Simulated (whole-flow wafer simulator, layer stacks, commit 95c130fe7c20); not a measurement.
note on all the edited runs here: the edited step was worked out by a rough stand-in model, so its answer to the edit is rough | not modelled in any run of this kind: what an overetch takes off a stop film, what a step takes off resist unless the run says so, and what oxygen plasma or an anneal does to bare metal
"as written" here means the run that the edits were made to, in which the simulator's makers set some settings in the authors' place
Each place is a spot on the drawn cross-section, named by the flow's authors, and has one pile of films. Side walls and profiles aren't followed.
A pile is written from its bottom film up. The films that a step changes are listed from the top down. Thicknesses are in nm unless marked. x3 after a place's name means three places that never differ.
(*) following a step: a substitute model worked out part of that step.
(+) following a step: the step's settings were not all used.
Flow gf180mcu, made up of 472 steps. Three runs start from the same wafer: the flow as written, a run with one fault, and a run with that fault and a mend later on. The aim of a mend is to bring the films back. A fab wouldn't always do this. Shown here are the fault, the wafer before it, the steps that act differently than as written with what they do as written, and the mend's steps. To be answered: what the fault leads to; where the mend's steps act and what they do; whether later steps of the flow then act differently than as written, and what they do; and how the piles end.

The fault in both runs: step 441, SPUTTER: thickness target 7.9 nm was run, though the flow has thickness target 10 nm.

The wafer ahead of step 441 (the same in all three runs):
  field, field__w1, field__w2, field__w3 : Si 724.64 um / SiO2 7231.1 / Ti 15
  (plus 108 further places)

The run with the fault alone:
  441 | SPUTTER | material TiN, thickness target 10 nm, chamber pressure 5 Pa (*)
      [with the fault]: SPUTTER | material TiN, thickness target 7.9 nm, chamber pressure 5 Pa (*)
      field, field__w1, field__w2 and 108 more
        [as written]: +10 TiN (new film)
        [with the fault]: +7.9 TiN (new film)
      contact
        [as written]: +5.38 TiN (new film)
        [with the fault]: +4.25 TiN (new film)
  Steps later in the flow that act otherwise than as written (1 other step is not shown; it differs only slightly, by no more than 2% or 0.5 nm, whichever is larger):
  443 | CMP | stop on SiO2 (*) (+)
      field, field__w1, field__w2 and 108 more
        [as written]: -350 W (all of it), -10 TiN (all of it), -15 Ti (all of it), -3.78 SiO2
        [with the fault]: -350 W (all of it), -7.9 TiN (all of it), -15 Ti (all of it), -3.76 SiO2
  By the end, the piles at contact depart from the flow's by more than 2% or 0.5 nm, whichever is larger.
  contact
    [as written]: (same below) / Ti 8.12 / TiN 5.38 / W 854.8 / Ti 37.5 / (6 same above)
    [with the fault]: (same below) / Ti 8.12 / TiN 4.25 / W 855.9 / Ti 37.5 / (6 same above)

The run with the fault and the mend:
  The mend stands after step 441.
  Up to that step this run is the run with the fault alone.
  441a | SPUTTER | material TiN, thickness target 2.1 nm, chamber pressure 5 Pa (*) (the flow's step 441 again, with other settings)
      field, field__w1, field__w2 and 108 more
        +2.1 TiN
      contact
        +1.13 TiN
  None of the later steps of the flow acts differently than as written at any place that is followed.
  The piles end the same as the flow's at every place that both follow.
